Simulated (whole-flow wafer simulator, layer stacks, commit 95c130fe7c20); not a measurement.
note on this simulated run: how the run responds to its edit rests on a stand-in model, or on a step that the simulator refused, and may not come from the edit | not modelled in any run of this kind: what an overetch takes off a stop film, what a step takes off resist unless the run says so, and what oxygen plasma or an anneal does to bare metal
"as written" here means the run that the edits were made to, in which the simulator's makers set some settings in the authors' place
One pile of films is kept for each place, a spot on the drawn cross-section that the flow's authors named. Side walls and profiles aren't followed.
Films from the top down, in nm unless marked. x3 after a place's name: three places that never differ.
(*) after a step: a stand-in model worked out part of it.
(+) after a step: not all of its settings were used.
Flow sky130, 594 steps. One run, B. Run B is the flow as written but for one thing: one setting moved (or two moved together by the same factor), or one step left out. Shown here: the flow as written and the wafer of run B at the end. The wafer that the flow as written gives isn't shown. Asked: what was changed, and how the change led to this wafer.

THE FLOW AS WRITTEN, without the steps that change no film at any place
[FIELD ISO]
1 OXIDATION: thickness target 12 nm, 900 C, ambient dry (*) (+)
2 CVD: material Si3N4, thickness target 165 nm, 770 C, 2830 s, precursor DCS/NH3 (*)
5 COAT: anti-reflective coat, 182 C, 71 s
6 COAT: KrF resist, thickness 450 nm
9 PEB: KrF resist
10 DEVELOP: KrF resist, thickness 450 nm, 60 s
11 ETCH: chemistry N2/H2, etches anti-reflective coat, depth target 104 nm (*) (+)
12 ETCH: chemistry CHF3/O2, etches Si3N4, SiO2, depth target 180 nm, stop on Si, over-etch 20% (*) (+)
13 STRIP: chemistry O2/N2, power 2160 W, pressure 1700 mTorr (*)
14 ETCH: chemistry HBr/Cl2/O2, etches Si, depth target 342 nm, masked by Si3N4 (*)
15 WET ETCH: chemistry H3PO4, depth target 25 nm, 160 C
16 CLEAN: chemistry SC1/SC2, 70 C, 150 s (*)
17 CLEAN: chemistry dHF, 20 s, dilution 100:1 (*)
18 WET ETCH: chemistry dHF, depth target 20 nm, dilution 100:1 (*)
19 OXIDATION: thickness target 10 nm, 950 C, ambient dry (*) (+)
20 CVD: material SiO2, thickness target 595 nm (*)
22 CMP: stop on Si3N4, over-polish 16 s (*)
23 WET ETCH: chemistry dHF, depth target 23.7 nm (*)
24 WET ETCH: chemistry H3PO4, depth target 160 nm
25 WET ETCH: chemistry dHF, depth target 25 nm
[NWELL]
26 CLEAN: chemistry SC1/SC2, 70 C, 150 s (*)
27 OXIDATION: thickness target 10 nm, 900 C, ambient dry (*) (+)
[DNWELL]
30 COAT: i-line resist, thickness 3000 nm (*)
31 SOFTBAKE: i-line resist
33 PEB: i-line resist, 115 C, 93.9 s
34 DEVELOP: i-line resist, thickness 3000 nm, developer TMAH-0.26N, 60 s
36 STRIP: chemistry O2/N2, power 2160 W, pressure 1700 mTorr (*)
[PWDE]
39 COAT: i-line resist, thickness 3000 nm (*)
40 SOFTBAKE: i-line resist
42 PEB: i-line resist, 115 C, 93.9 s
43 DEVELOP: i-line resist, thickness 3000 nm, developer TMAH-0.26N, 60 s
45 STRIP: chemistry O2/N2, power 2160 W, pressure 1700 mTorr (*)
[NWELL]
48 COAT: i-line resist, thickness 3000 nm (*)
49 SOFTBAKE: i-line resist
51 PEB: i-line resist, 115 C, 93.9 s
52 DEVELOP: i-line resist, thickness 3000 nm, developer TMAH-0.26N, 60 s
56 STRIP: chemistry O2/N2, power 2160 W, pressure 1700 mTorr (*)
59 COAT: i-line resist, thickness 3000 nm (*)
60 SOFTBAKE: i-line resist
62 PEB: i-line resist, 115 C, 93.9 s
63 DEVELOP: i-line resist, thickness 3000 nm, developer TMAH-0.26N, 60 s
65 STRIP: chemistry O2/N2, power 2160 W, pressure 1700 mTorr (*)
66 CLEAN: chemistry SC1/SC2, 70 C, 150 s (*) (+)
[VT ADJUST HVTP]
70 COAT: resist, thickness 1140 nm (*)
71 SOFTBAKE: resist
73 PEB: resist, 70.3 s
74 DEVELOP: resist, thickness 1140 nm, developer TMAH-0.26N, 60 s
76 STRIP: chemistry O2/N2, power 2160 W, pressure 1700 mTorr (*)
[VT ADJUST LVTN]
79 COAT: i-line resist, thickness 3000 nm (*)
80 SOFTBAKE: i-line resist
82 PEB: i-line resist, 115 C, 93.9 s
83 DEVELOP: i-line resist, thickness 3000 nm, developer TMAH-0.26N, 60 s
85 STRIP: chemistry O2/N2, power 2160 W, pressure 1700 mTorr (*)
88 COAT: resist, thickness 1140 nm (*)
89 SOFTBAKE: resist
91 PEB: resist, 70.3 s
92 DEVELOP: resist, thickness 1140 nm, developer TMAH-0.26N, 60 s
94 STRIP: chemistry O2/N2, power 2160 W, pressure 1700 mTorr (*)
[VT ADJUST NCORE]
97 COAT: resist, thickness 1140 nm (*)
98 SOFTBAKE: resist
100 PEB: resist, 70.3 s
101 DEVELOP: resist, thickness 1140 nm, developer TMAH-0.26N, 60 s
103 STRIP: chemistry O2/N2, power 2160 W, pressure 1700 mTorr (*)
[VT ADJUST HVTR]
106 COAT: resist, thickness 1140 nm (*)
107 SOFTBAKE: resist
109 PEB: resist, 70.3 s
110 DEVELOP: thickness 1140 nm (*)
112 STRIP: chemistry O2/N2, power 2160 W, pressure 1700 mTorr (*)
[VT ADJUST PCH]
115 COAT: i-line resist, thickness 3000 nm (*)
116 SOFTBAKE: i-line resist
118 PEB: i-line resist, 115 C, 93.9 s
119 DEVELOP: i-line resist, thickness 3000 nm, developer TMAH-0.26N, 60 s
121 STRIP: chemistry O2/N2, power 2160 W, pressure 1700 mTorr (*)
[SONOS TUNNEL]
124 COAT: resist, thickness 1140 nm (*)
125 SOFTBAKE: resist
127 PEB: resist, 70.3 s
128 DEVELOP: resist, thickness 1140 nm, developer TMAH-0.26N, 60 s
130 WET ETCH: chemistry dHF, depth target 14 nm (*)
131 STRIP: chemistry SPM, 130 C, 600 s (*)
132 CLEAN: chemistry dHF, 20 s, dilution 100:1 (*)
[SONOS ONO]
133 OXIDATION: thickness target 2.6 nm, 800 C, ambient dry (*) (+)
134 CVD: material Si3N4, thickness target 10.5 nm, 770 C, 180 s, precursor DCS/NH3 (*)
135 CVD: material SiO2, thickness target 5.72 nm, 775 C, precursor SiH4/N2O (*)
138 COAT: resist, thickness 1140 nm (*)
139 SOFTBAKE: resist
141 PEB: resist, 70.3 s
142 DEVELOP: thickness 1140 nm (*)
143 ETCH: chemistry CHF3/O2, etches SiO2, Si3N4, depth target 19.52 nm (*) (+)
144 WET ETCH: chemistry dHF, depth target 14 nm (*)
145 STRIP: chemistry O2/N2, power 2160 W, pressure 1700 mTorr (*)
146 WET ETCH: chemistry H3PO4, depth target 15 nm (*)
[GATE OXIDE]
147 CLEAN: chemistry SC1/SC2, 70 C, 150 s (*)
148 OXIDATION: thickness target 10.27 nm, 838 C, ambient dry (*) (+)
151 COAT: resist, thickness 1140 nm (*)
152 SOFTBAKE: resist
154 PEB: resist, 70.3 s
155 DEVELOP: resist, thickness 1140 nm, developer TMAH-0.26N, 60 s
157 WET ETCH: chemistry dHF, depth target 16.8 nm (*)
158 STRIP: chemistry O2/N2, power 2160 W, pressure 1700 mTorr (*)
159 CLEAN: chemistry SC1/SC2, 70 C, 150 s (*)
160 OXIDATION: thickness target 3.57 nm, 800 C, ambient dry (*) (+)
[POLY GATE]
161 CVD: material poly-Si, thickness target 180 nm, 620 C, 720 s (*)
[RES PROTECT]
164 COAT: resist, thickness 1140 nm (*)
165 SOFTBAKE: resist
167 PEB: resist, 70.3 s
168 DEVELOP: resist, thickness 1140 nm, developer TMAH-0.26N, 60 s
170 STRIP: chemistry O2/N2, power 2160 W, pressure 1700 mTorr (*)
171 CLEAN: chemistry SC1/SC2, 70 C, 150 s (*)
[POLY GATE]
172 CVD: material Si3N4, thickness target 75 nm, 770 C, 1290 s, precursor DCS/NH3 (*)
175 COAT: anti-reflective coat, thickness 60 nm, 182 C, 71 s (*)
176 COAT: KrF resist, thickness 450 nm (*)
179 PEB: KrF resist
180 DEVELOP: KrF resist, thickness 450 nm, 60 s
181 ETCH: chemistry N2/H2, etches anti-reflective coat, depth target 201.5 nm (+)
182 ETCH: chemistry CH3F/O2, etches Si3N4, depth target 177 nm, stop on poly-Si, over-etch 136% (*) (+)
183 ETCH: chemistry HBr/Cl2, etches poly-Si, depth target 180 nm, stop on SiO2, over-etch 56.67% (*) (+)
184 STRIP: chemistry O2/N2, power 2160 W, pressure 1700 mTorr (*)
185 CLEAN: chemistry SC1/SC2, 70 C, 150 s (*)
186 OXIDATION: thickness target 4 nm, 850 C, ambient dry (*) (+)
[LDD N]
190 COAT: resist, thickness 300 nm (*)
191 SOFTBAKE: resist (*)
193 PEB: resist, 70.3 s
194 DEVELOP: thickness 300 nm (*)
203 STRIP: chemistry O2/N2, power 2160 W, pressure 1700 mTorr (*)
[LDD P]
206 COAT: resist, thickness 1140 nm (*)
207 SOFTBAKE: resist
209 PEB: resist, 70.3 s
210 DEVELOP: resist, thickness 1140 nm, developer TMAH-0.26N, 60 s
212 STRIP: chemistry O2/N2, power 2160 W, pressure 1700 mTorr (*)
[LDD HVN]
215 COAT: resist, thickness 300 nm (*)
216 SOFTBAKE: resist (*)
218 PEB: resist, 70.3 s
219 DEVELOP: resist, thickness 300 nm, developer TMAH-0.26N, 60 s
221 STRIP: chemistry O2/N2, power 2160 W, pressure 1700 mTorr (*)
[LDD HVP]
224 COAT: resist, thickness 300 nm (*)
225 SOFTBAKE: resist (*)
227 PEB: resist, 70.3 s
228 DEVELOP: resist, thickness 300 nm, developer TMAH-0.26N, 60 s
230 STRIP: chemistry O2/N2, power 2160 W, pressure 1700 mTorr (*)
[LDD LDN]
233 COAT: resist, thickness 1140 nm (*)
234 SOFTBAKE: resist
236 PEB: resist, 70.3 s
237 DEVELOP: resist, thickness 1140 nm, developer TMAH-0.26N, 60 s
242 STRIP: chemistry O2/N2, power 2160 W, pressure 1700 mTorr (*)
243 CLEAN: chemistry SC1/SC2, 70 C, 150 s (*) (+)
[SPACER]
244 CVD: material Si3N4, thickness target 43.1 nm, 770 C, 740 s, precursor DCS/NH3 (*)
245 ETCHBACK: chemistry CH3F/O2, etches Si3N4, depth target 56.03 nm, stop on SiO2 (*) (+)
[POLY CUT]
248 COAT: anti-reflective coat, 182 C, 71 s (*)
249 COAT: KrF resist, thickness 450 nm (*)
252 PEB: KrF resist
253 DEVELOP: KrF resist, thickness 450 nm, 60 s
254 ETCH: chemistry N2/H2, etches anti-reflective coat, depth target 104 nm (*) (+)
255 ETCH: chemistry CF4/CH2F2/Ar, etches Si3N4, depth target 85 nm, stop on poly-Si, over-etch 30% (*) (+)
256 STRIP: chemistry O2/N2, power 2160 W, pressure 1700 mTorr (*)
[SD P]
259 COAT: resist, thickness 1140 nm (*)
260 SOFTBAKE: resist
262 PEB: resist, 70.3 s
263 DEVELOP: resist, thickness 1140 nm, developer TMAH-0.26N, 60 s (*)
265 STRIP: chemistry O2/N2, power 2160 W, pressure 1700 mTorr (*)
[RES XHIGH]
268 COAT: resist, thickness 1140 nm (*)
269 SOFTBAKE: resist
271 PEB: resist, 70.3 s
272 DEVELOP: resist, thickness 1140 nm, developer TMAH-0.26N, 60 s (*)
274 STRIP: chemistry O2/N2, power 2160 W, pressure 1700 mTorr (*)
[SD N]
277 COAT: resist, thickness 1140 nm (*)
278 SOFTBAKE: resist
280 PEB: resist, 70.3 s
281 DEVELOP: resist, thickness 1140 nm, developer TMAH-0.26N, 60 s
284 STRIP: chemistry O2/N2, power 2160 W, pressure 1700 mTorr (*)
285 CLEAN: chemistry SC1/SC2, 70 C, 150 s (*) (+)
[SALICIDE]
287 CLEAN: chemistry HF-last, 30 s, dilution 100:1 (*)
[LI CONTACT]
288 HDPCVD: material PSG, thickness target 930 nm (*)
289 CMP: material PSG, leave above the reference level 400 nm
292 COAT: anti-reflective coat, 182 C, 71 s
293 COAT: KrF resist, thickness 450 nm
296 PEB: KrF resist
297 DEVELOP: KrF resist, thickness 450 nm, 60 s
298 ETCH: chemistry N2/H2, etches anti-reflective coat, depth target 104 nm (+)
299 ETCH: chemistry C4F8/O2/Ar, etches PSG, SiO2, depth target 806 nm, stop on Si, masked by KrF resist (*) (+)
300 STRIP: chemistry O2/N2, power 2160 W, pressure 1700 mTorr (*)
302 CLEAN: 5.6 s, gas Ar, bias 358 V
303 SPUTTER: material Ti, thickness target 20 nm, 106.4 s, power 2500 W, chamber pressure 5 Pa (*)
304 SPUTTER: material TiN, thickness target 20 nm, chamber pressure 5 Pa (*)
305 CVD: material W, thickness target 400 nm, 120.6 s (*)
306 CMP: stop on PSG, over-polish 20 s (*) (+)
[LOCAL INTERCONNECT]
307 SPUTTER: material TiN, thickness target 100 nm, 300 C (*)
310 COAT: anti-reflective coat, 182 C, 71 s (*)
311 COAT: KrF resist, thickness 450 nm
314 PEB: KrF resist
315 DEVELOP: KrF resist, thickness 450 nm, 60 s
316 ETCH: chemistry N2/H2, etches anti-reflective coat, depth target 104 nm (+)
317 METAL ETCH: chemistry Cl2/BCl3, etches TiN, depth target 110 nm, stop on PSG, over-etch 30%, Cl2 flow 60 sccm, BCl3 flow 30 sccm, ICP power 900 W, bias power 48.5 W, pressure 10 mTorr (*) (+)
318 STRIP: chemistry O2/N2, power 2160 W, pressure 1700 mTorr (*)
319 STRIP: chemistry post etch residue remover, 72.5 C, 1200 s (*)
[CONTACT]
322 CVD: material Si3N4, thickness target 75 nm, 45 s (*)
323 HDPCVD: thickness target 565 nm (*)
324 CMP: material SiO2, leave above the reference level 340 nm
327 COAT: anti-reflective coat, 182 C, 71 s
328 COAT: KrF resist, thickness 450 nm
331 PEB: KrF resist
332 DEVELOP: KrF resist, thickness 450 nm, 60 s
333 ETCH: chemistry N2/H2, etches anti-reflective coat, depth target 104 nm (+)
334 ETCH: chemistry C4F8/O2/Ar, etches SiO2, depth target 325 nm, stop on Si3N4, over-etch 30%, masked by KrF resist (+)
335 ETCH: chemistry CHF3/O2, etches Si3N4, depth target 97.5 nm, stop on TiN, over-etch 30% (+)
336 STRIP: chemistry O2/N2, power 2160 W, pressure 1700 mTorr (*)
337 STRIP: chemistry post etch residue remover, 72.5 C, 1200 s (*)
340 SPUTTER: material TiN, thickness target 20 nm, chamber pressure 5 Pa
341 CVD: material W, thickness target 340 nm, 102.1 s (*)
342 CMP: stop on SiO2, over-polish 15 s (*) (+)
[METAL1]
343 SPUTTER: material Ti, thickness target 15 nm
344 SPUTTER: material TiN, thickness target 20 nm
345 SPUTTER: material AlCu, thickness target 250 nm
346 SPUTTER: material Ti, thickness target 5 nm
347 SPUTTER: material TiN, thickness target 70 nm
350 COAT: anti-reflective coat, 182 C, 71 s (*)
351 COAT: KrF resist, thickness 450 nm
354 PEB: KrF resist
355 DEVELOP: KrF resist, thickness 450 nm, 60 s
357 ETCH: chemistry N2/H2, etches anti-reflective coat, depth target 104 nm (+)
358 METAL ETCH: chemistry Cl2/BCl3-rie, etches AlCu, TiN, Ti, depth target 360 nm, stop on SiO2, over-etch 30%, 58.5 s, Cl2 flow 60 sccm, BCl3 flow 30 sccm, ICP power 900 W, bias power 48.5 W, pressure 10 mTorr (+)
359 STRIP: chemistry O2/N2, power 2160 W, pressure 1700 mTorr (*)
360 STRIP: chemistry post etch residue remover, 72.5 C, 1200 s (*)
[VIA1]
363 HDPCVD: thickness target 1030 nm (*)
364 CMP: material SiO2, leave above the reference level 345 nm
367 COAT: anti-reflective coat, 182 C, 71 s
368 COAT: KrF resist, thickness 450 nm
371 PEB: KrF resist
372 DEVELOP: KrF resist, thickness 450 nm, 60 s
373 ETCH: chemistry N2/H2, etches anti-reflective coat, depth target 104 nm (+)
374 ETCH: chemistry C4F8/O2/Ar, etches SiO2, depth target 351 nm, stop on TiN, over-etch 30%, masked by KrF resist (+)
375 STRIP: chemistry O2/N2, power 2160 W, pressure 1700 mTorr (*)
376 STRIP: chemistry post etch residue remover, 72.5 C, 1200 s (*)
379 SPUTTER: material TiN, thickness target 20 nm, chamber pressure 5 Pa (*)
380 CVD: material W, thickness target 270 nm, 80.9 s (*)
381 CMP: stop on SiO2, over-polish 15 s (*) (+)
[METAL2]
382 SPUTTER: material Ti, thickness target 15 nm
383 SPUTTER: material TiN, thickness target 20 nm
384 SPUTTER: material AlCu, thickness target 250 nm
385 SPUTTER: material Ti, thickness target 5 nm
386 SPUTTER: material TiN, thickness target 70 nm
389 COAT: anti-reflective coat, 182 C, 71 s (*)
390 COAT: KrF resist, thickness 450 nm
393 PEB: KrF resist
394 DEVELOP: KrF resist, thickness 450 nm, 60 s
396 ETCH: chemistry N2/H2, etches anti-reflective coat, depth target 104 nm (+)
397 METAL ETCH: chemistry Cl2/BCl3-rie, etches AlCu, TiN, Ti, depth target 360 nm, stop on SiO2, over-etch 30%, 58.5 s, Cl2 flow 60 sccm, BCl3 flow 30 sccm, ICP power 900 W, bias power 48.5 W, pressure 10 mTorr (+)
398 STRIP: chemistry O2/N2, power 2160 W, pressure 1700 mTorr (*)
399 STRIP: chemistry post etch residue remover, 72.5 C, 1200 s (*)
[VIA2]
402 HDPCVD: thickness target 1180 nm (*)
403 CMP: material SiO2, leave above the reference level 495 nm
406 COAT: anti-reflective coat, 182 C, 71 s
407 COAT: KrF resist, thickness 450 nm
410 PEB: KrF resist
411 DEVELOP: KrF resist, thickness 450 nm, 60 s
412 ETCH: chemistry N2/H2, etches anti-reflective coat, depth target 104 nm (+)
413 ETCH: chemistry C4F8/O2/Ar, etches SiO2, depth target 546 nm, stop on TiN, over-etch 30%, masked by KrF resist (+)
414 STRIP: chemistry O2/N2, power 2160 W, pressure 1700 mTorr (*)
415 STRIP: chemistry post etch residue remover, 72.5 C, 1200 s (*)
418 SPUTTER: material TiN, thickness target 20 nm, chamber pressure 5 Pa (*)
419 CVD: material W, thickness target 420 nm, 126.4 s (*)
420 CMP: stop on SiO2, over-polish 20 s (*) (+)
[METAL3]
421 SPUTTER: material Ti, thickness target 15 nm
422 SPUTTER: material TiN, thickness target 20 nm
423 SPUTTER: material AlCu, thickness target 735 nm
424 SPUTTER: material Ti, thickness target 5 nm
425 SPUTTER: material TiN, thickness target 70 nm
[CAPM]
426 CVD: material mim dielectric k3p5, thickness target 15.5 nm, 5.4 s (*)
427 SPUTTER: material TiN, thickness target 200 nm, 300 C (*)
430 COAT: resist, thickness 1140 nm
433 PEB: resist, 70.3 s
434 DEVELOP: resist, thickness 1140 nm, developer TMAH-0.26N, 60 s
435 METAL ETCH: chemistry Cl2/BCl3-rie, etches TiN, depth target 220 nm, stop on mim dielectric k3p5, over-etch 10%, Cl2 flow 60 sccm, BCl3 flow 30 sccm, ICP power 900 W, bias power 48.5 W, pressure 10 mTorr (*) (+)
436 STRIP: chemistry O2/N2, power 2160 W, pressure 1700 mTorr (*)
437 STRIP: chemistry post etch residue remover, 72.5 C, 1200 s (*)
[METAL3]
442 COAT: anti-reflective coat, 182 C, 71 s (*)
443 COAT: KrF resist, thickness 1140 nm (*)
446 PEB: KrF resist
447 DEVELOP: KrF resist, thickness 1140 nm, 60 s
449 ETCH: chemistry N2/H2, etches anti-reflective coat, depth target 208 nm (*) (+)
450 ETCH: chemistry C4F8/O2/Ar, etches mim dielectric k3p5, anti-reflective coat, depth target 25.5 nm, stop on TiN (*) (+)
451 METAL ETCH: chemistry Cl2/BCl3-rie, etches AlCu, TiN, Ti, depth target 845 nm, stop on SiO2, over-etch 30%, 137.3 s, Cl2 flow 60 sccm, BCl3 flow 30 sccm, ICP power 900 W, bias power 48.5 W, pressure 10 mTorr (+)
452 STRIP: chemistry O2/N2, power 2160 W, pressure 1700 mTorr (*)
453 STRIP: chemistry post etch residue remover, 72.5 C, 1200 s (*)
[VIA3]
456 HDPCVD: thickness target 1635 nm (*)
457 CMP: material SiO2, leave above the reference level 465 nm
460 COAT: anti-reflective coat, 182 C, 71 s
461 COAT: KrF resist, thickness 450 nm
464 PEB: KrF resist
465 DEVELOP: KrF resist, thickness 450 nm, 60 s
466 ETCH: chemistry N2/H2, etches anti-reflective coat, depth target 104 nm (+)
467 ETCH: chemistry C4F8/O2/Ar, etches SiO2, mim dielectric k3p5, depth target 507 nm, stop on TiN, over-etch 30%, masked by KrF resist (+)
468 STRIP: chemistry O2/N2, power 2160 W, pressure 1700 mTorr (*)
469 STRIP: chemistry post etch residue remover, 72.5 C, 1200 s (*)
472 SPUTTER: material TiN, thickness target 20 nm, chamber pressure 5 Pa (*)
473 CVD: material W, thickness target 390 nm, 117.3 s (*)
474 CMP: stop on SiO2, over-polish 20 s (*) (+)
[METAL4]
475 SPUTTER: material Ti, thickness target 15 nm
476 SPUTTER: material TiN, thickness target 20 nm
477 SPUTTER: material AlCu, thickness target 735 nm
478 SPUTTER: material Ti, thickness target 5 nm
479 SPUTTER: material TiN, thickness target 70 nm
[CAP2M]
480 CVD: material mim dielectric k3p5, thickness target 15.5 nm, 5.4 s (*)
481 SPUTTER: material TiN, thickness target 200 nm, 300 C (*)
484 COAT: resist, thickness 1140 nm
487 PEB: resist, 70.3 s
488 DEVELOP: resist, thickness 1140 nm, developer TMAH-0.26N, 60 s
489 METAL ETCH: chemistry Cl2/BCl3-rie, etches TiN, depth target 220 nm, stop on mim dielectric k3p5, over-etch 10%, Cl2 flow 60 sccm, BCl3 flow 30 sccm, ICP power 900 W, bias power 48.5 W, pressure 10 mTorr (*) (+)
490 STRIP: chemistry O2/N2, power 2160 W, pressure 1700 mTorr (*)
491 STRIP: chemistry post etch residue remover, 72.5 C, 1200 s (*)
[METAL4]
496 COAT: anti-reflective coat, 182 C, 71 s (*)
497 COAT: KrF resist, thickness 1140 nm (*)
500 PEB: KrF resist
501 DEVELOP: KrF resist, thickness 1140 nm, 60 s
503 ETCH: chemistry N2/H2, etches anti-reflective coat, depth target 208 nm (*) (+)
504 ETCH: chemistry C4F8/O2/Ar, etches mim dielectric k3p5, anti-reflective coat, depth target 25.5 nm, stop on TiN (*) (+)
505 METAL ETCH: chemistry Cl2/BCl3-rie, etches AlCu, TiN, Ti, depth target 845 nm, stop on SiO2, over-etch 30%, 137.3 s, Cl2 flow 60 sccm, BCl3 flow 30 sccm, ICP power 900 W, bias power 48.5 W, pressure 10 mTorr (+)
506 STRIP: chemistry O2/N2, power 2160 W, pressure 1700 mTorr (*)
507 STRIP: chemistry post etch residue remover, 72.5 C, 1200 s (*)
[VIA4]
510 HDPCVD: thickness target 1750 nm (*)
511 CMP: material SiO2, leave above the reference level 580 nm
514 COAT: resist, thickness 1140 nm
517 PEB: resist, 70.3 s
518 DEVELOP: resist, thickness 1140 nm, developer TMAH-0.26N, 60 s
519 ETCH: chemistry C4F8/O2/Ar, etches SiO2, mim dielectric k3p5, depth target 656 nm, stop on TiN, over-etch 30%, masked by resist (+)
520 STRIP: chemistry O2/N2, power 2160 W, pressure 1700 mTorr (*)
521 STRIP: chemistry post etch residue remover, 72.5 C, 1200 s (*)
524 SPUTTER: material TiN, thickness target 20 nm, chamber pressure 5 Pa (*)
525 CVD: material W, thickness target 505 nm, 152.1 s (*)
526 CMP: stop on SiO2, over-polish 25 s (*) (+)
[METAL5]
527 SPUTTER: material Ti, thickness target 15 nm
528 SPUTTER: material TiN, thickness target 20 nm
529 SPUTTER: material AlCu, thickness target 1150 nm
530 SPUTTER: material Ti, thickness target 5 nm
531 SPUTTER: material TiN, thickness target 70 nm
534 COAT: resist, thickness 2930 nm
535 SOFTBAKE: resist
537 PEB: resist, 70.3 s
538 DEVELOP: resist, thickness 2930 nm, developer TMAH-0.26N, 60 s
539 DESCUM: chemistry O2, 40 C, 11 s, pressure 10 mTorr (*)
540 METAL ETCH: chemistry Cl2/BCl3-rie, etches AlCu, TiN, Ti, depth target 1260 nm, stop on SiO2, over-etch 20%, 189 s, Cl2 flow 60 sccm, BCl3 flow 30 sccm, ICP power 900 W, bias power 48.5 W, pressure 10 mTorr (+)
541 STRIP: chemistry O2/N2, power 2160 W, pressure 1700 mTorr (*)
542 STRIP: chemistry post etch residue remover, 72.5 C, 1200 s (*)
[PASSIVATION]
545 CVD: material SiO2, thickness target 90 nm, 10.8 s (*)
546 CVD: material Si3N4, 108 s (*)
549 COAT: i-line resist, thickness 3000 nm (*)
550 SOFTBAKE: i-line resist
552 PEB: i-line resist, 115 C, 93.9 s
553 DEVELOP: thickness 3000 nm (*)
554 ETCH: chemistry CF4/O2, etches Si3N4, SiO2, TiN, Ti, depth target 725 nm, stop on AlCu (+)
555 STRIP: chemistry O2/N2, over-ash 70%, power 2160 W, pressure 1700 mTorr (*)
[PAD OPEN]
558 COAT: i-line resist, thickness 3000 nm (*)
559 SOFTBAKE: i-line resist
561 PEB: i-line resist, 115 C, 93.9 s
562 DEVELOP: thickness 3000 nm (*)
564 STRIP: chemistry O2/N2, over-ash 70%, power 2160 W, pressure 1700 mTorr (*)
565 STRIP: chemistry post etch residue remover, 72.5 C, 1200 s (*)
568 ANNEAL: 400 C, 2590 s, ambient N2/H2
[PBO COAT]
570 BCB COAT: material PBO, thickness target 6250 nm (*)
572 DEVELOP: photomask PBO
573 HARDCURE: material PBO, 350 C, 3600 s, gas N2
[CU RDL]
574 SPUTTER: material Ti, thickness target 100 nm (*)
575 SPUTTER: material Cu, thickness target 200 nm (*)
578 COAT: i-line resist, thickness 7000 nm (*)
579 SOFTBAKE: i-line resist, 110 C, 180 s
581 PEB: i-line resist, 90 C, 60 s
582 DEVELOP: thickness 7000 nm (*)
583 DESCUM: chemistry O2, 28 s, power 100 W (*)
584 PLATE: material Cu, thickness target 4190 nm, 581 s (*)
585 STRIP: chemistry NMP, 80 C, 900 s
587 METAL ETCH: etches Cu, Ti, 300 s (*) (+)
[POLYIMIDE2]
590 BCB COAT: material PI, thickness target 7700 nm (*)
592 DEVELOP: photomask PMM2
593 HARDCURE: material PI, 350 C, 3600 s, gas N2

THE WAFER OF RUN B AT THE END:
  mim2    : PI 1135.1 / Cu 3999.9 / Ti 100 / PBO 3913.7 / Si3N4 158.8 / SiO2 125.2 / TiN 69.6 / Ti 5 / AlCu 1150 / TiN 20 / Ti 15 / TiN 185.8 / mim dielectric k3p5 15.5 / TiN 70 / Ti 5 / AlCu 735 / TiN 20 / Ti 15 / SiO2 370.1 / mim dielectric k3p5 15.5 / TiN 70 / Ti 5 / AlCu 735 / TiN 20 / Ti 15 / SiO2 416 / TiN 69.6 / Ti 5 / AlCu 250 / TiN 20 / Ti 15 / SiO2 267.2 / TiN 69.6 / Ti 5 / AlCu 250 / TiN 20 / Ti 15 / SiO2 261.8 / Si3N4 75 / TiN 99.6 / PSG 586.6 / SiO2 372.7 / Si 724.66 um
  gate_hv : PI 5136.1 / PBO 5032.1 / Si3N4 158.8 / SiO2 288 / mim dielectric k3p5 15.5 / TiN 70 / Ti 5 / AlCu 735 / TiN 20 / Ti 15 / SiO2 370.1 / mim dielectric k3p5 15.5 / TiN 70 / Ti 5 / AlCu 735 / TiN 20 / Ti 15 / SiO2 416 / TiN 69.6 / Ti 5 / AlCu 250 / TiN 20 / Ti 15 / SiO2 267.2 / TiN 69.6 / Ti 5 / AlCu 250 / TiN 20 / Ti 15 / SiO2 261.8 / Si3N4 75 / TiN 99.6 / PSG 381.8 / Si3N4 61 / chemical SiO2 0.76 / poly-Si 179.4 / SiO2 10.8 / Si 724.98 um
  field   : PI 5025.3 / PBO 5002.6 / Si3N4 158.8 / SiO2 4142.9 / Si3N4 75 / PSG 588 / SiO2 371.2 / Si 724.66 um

The cause: step 511, CMP: leave above the reference level 284 nm was run, where the flow has leave above the reference level 580 nm.

How the change led to this, step by step:
  511 CMP: material SiO2, leave above the reference level 580 nm
      mim2: SiO2 -1750 (all of it), TiN -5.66 (as written it would be: SiO2 -1459.7)
      n_well, p_well, gate_hv and 99 more: SiO2 -1556.5 (as written it would be: SiO2 -1260.5)
      (and at 90 more places)
  519 ETCH: chemistry C4F8/O2/Ar, etches SiO2, mim dielectric k3p5, depth target 656 nm, stop on TiN, over-etch 30%, masked by resist (+)
      field, active, n_well and 188 more: resist -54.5 (as written it would be: resist -131.2)
      m1: SiO2 -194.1 (all of it), mim dielectric k3p5 -15.5 (all of it) (as written it would be: SiO2 -490.1 (all of it), mim dielectric k3p5 -15.5 (all of it))
      (and at 1 more place)
  520 STRIP: chemistry O2/N2, power 2160 W, pressure 1700 mTorr (*)
      field, active, n_well and 188 more: resist -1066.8 (all of it) (as written it would be: resist -990.1 (all of it))
  524 SPUTTER: material TiN, thickness target 20 nm, chamber pressure 5 Pa (*)
      mim2: TiN +20 (as written it would be: TiN +20 (new film))
      m1, via4_hole: TiN +17.6 (as written it would be: TiN +15.3)
  525 CVD: material W, thickness target 505 nm, 152.1 s (*)
      m1: W +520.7 (new film) (as written it would be: W +1015.8 (new film))
      via4_hole: W +521.8 (new film) (as written it would be: W +1015.2 (new film))
  526 CMP: stop on SiO2, over-polish 25 s (*) (+)
      mim2: W -505 (all of it), TiN -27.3 (as written it would be: W -505 (all of it), TiN -20 (all of it), SiO2 -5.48)
      m1: W -335.9 (as written it would be: W -532.7)
      (and at 1 more place)
Counting metal films that touch as one body, mim2 has 7 bodies (between them, from the top down: PBO 3913.7 / Si3N4 158.8 / SiO2 125.2; mim dielectric k3p5 15.5; SiO2 370.1 / mim dielectric k3p5 15.5; SiO2 416; SiO2 267.2; SiO2 261.8 / Si3N4 75); the flow as written gives 8 bodies (between them, from the top down: PBO 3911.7 / Si3N4 158.8 / SiO2 125.2; SiO2 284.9; mim dielectric k3p5 15.5; SiO2 370.1 / mim dielectric k3p5 15.5; SiO2 416; SiO2 267.2; SiO2 261.8 / Si3N4 75).
